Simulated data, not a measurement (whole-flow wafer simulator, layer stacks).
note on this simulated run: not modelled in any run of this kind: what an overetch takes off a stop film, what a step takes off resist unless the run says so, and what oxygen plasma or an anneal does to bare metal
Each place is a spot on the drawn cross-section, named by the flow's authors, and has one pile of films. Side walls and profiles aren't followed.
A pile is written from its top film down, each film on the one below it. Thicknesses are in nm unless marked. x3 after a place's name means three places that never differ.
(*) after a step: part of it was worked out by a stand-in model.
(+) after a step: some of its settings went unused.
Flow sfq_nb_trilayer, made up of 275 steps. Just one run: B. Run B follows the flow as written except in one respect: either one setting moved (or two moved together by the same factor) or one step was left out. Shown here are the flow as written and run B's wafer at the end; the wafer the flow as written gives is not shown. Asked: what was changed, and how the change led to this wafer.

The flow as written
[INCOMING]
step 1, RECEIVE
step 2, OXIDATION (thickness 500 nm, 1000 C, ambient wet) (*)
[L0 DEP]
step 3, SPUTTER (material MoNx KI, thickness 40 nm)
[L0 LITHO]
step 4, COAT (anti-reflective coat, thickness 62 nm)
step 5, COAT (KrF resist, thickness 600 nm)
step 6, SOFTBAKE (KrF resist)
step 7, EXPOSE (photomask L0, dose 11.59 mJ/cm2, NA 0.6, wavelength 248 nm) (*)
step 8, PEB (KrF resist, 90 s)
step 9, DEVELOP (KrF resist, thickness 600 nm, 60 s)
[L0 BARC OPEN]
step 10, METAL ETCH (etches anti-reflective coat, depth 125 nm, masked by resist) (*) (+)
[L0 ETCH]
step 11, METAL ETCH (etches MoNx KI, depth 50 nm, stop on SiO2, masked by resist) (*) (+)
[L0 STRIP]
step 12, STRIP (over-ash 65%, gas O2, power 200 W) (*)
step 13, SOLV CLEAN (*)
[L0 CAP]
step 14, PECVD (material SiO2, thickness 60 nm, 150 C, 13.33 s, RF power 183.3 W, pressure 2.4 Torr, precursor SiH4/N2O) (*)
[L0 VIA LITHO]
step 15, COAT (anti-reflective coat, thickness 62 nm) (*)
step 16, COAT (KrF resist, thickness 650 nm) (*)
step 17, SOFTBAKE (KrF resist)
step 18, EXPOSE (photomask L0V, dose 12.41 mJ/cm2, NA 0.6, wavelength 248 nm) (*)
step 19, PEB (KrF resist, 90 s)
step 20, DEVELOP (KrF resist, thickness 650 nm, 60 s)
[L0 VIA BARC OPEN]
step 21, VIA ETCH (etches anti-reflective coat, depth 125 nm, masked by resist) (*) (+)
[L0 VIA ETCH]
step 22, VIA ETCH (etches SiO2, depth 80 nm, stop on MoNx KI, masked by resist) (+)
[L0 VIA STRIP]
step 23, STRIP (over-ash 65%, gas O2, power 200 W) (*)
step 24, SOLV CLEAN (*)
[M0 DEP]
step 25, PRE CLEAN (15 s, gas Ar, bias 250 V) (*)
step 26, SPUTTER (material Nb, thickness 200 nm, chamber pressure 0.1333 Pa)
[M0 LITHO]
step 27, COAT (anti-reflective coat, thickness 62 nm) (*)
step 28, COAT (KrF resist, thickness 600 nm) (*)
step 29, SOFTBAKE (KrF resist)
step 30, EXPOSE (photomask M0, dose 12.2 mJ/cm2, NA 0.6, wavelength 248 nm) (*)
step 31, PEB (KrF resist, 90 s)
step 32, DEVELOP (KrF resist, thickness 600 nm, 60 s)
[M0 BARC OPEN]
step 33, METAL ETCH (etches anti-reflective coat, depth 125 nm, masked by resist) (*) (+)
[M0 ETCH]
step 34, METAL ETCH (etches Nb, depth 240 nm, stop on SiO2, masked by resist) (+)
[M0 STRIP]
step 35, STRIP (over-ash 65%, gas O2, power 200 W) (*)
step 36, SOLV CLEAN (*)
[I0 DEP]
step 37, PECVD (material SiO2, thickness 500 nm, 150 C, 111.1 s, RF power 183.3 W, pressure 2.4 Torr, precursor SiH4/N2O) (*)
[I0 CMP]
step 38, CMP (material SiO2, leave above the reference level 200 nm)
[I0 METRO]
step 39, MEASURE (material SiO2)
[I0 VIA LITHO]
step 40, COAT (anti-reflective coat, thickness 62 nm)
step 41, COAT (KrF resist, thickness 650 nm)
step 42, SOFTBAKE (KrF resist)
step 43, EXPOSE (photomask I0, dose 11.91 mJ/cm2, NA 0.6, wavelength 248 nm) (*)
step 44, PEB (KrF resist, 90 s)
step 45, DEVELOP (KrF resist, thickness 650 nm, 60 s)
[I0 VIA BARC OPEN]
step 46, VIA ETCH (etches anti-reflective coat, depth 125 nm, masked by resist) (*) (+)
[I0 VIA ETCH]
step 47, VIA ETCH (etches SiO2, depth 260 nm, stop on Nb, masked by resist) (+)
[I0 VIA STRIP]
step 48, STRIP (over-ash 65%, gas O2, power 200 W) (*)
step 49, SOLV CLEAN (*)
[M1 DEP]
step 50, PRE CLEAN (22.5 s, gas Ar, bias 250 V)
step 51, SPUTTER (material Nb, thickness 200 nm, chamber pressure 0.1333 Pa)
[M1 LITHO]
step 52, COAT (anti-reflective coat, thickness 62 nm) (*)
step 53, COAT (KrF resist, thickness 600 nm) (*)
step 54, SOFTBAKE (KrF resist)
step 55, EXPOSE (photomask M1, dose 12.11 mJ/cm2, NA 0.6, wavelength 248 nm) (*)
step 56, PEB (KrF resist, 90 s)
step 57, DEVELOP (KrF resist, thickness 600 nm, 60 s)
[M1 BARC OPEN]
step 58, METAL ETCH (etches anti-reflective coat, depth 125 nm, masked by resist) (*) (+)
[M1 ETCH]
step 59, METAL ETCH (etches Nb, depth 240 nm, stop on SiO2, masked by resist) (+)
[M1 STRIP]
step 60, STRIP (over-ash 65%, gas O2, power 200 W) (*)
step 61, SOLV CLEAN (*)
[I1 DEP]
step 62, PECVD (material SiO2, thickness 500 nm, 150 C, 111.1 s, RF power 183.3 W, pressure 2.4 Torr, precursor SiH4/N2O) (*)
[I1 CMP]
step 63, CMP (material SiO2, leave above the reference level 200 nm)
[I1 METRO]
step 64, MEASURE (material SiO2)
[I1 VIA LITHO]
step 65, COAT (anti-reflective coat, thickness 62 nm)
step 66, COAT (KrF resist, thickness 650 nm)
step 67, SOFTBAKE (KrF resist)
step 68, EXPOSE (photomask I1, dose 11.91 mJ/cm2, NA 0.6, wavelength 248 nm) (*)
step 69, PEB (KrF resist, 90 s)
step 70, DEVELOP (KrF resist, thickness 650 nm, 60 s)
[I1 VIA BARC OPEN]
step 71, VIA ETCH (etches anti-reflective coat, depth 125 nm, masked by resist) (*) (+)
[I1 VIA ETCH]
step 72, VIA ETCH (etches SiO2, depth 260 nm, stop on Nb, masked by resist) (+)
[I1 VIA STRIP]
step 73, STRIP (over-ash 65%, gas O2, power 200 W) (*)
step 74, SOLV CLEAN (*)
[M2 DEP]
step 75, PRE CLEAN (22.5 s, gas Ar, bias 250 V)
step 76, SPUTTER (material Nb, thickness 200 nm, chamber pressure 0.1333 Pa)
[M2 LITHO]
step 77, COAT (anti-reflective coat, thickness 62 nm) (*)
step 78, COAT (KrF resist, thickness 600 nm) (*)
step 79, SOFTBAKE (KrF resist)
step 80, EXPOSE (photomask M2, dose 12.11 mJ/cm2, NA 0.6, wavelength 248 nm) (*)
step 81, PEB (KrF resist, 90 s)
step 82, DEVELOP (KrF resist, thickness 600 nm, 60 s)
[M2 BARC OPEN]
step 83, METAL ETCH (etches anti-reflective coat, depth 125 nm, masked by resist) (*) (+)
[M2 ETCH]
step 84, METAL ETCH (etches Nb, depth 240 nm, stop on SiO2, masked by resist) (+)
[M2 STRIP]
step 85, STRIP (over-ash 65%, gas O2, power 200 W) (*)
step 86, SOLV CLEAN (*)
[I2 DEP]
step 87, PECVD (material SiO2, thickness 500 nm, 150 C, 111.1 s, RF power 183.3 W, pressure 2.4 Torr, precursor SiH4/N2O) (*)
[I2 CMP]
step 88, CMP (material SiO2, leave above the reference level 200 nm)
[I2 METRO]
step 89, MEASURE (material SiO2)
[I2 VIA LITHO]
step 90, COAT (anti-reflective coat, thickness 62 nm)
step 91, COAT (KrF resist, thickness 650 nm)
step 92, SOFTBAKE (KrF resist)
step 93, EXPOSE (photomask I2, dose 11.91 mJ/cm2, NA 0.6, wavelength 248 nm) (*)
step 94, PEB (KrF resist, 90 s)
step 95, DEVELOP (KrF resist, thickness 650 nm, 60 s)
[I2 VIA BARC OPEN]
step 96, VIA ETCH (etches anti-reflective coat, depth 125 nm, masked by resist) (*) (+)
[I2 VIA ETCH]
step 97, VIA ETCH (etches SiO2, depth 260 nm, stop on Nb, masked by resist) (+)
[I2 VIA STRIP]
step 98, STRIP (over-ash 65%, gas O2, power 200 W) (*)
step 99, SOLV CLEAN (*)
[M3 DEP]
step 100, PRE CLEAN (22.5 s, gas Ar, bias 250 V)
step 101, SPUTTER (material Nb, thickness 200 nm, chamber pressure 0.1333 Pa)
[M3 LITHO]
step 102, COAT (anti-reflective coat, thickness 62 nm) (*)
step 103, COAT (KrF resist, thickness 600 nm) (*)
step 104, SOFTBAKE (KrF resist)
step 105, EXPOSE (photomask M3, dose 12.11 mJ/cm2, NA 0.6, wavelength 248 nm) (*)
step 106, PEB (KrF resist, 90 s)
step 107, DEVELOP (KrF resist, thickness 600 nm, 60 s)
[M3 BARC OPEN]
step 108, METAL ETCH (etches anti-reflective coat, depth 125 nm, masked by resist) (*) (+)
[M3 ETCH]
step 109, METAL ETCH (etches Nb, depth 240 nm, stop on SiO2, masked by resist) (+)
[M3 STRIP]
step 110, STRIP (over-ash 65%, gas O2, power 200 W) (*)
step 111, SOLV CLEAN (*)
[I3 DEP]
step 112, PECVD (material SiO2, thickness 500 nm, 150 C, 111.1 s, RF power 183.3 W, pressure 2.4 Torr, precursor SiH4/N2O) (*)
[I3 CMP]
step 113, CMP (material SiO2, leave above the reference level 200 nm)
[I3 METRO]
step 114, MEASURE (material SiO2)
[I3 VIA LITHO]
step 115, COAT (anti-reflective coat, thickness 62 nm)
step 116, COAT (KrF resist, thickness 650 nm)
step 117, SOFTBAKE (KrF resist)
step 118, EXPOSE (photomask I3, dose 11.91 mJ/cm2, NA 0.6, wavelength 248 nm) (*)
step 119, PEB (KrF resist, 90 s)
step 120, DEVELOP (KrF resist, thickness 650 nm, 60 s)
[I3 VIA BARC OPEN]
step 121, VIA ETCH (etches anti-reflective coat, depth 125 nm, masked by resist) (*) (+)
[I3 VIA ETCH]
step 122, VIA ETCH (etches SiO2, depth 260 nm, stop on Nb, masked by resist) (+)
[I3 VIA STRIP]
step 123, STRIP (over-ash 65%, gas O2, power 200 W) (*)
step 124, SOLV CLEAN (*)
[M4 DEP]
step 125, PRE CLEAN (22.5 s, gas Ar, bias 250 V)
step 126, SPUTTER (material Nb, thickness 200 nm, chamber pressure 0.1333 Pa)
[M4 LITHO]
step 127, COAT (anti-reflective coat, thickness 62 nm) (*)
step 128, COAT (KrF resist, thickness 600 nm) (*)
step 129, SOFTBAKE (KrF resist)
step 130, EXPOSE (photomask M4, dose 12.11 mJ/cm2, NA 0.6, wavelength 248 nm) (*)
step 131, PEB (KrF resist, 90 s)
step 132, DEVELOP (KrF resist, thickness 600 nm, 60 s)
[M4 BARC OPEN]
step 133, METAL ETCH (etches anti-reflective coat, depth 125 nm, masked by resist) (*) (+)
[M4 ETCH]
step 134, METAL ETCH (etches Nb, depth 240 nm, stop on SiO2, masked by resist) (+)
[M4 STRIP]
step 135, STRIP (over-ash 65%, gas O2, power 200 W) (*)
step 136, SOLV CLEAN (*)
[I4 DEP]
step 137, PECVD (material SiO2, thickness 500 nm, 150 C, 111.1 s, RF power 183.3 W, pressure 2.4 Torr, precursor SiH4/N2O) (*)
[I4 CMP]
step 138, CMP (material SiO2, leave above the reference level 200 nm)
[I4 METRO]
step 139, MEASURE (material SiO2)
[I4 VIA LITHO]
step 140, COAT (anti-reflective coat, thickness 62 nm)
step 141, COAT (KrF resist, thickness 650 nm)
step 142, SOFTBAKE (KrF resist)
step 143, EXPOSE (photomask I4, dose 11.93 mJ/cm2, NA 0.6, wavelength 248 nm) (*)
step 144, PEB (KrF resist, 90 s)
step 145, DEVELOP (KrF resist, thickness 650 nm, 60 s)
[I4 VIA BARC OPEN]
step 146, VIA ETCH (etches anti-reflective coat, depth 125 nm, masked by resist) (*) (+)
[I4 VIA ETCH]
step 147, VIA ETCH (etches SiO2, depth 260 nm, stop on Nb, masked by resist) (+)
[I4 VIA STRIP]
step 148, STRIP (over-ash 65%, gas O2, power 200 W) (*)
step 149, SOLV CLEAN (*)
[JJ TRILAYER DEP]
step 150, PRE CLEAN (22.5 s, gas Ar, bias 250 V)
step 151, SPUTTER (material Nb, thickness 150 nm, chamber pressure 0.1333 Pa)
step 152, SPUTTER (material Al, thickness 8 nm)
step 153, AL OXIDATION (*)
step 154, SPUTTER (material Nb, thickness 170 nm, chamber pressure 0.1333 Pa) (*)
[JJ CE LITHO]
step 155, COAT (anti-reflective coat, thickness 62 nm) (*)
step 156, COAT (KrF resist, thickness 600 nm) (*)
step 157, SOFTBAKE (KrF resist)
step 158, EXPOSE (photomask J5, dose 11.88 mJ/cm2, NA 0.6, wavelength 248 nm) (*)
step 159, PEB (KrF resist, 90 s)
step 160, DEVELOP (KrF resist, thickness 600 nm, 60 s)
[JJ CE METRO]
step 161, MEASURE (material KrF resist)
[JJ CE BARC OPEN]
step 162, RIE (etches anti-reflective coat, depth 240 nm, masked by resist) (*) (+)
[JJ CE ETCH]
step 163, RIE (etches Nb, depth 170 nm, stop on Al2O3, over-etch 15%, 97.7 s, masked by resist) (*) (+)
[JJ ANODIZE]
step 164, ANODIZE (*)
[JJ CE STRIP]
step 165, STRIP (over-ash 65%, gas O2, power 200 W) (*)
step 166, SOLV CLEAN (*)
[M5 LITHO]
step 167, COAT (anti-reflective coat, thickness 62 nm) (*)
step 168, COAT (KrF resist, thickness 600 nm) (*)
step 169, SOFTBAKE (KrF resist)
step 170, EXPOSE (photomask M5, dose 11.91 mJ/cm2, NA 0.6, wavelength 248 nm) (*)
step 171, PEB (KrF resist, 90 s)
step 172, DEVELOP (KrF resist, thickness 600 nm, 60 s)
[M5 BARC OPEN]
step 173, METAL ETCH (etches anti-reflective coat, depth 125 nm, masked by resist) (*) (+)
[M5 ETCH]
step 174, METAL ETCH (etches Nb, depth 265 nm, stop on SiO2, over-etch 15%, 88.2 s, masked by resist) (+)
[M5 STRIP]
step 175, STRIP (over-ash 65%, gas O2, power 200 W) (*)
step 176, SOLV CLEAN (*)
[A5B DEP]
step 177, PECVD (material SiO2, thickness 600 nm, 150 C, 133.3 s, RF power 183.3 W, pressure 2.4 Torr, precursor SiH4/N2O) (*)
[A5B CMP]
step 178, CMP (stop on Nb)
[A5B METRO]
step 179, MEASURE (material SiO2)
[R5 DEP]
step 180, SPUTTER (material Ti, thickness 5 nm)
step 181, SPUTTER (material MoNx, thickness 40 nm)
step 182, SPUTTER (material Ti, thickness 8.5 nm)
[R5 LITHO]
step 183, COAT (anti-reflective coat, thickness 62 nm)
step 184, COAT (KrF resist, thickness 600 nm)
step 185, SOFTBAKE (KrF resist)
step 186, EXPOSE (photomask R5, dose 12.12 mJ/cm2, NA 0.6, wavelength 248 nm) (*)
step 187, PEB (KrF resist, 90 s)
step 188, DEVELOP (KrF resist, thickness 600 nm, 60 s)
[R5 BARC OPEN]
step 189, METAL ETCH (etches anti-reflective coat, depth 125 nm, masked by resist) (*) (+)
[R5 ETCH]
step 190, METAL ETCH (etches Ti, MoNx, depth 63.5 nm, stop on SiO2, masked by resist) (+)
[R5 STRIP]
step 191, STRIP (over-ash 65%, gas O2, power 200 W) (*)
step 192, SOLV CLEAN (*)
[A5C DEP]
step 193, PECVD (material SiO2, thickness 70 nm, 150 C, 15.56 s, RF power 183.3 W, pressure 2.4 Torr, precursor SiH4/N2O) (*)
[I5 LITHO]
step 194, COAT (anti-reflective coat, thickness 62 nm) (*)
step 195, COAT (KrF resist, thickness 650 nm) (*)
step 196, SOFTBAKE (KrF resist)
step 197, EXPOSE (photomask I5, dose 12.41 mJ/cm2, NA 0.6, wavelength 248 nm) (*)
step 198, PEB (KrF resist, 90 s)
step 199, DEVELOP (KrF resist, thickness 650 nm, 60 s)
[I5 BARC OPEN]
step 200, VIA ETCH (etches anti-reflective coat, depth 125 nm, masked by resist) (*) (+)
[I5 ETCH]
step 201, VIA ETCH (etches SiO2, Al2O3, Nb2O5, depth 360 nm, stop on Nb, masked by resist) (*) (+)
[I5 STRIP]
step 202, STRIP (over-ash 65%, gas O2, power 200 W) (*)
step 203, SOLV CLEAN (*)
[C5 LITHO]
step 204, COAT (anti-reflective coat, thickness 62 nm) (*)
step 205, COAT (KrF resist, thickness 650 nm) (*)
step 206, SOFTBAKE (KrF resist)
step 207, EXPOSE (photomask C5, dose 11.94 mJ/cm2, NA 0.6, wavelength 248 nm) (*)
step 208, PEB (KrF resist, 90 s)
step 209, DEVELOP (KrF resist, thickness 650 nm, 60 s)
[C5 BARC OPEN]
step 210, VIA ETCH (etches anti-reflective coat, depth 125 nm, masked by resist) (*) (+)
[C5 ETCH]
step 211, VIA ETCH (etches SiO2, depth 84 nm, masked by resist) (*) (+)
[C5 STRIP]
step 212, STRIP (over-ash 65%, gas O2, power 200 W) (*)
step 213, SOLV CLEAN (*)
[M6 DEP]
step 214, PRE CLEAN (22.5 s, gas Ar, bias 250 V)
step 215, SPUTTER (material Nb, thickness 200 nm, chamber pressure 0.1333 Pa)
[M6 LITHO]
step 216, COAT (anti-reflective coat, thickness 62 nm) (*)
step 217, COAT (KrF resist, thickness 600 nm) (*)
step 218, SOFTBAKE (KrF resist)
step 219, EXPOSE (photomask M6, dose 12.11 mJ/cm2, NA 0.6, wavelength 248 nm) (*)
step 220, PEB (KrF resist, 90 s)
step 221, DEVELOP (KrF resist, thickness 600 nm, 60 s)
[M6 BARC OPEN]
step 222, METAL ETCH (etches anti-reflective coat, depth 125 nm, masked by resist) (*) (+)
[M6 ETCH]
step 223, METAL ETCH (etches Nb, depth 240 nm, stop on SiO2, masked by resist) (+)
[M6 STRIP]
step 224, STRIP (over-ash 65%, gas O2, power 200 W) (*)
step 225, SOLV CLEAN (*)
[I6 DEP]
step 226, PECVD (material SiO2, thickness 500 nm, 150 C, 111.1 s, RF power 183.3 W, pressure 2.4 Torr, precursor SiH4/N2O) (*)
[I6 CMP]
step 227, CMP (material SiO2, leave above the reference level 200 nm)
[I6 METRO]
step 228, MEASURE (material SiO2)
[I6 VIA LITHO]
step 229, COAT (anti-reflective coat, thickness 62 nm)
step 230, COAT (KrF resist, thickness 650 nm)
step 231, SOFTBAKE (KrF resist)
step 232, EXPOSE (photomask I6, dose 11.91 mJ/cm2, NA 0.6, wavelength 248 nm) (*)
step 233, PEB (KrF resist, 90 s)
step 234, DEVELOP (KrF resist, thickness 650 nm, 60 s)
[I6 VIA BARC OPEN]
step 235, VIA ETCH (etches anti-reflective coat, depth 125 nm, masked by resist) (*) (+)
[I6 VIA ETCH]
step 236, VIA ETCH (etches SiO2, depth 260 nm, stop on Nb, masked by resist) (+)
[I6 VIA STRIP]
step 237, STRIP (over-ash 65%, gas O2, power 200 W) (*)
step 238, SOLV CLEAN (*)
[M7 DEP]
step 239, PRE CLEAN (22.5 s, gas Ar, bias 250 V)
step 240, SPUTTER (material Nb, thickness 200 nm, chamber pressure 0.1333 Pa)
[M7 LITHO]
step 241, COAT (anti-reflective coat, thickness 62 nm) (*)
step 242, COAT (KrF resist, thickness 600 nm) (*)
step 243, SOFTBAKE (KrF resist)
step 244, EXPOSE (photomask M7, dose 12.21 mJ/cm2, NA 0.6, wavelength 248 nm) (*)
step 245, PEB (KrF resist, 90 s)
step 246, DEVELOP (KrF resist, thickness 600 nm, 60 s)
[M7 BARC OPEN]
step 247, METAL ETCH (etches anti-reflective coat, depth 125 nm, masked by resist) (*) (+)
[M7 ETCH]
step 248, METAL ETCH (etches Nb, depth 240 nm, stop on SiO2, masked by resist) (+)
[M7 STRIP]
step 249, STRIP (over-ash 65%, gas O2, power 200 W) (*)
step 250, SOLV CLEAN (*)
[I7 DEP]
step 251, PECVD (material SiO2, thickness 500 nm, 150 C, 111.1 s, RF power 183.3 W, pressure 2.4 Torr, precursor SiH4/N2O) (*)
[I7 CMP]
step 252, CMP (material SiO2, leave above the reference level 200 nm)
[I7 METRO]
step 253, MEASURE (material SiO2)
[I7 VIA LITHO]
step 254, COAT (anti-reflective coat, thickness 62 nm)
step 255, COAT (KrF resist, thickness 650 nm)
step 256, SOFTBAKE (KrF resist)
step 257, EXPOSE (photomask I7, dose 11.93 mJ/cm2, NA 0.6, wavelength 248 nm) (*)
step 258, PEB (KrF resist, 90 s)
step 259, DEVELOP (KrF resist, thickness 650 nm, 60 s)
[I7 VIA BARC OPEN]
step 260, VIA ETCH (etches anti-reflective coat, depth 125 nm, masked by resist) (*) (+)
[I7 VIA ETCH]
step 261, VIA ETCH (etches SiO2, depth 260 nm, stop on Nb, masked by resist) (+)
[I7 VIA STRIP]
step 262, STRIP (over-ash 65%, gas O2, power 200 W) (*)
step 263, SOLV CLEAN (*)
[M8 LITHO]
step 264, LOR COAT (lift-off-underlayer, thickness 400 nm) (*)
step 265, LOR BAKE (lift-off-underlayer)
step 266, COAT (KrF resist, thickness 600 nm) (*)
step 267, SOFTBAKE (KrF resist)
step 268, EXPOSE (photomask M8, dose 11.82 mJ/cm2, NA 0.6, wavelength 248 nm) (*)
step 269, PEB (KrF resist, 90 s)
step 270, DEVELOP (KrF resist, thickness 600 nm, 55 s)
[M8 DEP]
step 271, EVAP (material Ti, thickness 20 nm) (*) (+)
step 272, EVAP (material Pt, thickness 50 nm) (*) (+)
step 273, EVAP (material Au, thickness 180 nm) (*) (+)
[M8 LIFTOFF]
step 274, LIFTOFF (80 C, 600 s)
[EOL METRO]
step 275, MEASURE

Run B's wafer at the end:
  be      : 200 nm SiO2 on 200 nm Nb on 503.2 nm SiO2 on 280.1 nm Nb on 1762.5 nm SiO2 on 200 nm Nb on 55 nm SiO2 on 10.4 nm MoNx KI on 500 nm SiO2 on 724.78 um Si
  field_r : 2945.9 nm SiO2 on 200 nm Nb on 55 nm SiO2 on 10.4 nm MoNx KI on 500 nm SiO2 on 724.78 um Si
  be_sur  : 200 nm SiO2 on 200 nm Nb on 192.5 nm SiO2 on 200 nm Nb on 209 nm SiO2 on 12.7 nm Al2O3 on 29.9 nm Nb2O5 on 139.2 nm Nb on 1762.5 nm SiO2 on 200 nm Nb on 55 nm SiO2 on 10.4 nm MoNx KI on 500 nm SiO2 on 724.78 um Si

The reason: step 3, SPUTTER: thickness 60.4 nm was run, whereas the flow has thickness 40 nm.

The path from the change to this, step by step:
  step 3, SPUTTER (material MoNx KI, thickness 40 nm)
      field_l, v_sur, via_wl and 103 more: +60.4 MoNx KI (new film) (as written it would have been: +40 MoNx KI (new film))
  step 11, METAL ETCH (etches MoNx KI, depth 50 nm, stop on SiO2, masked by resist) (*) (+)
      v_sur, via_wl, via_w and 97 more: -50 MoNx KI (as written it would have been: -40 MoNx KI (all of it))
  step 14, PECVD (material SiO2, thickness 60 nm, 150 C, 13.33 s, RF power 183.3 W, pressure 2.4 Torr, precursor SiH4/N2O) (*)
      v_sur, via_wl, via_w and 97 more: +60 SiO2 (new film) (as written it would have been: +60 SiO2)
  step 15, COAT (anti-reflective coat, thickness 62 nm) (*)
      field_l: +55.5 anti-reflective coat (new film) (as written it would have been: +56.7 anti-reflective coat (new film))
      v_sur: +74.9 anti-reflective coat (new film) (as written it would have been: +72.2 anti-reflective coat (new film))
      (also at 2 further places)
  step 23, STRIP (over-ash 65%, gas O2, power 200 W) (*)
      field_l: -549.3 KrF resist (all of it), -55.5 anti-reflective coat (all of it) (as written it would have been: -551.4 KrF resist (all of it), -56.7 anti-reflective coat (all of it))
      v_sur: -573.1 KrF resist (all of it), -74.9 anti-reflective coat (all of it) (as written it would have been: -570.5 KrF resist (all of it), -72.2 anti-reflective coat (all of it))
      (also at 2 further places)
  step 27, COAT (anti-reflective coat, thickness 62 nm) (*)
      v_sur: +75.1 anti-reflective coat (new film) (as written it would have been: +72.3 anti-reflective coat (new film))
      l0_sur: +46.5 anti-reflective coat (new film) (as written it would have been: +47.5 anti-reflective coat (new film))
      (also at 1 further place)
  step 35, STRIP (over-ash 65%, gas O2, power 200 W) (*)
      v_sur: -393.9 KrF resist (all of it), -75.1 anti-reflective coat (all of it) (as written it would have been: -391.6 KrF resist (all of it), -72.3 anti-reflective coat (all of it))
      l0_sur: -369.2 KrF resist (all of it), -46.5 anti-reflective coat (all of it) (as written it would have been: -372 KrF resist (all of it), -47.5 anti-reflective coat (all of it))
      (also at 1 further place)
  step 38, CMP (material SiO2, leave above the reference level 200 nm)
      field_l, l0_sur, l0r_line_l, l0r_line_c, l0r_line_r: -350 SiO2 (as written it would have been: -340 SiO2)
      l0v: -287.8 SiO2 (as written it would have been: -277.8 SiO2)
With metal films that touch counted as one body, be has 4 bodies (between them, from the top down: SiO2 503.2; SiO2 1762.5; SiO2 55); the flow as written gives 3 bodies (between them, from the top down: SiO2 503.2; SiO2 1762.5).
With metal films that touch counted as one body, field_r has 2 bodies (between them, from the top down: SiO2 55); the flow as written gives 1 body.
With metal films that touch counted as one body, be_sur has 5 bodies (between them, from the top down: SiO2 192.5; SiO2 209 / Al2O3 12.7 / Nb2O5 29.9; SiO2 1762.5; SiO2 55); the flow as written gives 4 bodies (between them, from the top down: SiO2 192.5; SiO2 209 / Al2O3 12.7 / Nb2O5 29.9; SiO2 1762.5).
